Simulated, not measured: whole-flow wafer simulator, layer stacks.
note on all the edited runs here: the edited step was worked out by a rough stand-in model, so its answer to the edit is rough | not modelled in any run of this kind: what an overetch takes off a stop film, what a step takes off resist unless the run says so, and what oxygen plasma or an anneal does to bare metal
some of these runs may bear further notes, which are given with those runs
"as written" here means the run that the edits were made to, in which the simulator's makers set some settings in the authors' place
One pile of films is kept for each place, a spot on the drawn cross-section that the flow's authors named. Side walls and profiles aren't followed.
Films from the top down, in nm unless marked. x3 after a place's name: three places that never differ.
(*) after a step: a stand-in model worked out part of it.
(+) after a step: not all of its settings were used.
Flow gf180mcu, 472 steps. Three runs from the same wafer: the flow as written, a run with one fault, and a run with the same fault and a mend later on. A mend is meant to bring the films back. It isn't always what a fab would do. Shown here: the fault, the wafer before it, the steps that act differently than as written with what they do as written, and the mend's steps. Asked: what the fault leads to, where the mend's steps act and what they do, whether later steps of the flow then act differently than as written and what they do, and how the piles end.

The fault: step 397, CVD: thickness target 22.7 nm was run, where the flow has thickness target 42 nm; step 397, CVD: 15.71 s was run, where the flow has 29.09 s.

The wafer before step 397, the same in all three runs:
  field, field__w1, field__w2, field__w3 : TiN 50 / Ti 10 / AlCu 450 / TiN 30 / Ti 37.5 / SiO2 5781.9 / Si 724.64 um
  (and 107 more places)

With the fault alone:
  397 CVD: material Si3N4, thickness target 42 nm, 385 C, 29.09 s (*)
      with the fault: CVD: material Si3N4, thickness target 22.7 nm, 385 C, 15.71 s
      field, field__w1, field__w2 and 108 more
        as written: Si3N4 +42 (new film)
        with the fault: Si3N4 +22.7 (new film)
  Later steps of the flow that act differently than as written (5 more steps differ only slightly, by at most 2% or 0.5 nm, whichever is larger, and aren't shown):
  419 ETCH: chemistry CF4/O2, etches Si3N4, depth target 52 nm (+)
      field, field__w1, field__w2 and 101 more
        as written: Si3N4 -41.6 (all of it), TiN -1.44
        with the fault: Si3N4 -22.4 (all of it), TiN -1.55
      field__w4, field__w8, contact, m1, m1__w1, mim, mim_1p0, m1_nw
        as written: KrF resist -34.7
        with the fault: KrF resist -22.4
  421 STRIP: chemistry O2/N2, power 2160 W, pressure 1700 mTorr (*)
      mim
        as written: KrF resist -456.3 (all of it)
        with the fault: KrF resist -468.6 (all of it)
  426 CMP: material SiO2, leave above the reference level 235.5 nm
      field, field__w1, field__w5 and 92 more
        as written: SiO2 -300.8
        with the fault: SiO2 -320.1
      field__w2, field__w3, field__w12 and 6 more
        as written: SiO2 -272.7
        with the fault: SiO2 -292.8
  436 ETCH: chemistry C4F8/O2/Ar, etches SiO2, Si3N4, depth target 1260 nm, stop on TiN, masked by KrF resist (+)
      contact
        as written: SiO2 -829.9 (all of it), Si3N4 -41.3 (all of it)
        with the fault: SiO2 -829.9 (all of it), Si3N4 -22 (all of it)
  At the end the piles differ from the flow's by more than 2% or 0.5 nm, whichever is larger, at field__w4, field__w8, contact, m1, m1__w1, mim, mim_1p0, m1_nw.
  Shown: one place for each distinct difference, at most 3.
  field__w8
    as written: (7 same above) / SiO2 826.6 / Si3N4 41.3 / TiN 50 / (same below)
    with the fault: (7 same above) / SiO2 826.6 / Si3N4 22 / TiN 50 / (same below)
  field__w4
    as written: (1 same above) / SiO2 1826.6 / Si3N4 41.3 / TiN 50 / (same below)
    with the fault: (1 same above) / SiO2 1826.6 / Si3N4 22 / TiN 50 / (same below)
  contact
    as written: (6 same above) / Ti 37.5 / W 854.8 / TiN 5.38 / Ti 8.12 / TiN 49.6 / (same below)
    with the fault: (6 same above) / Ti 37.5 / W 835.4 / TiN 5.44 / Ti 8.21 / TiN 49.6 / (same below)

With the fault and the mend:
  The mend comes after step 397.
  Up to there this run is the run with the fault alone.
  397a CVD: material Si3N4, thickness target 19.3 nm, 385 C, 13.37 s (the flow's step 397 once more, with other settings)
      field, field__w1, field__w2 and 108 more
        Si3N4 +19.3
  No later step of the flow acts differently than as written, at any place that is followed, by more than 2% or 0.5 nm, whichever is larger.
  At the end the piles differ from the flow's only slightly at the places that both follow, by at most 2% or 0.5 nm, whichever is larger.
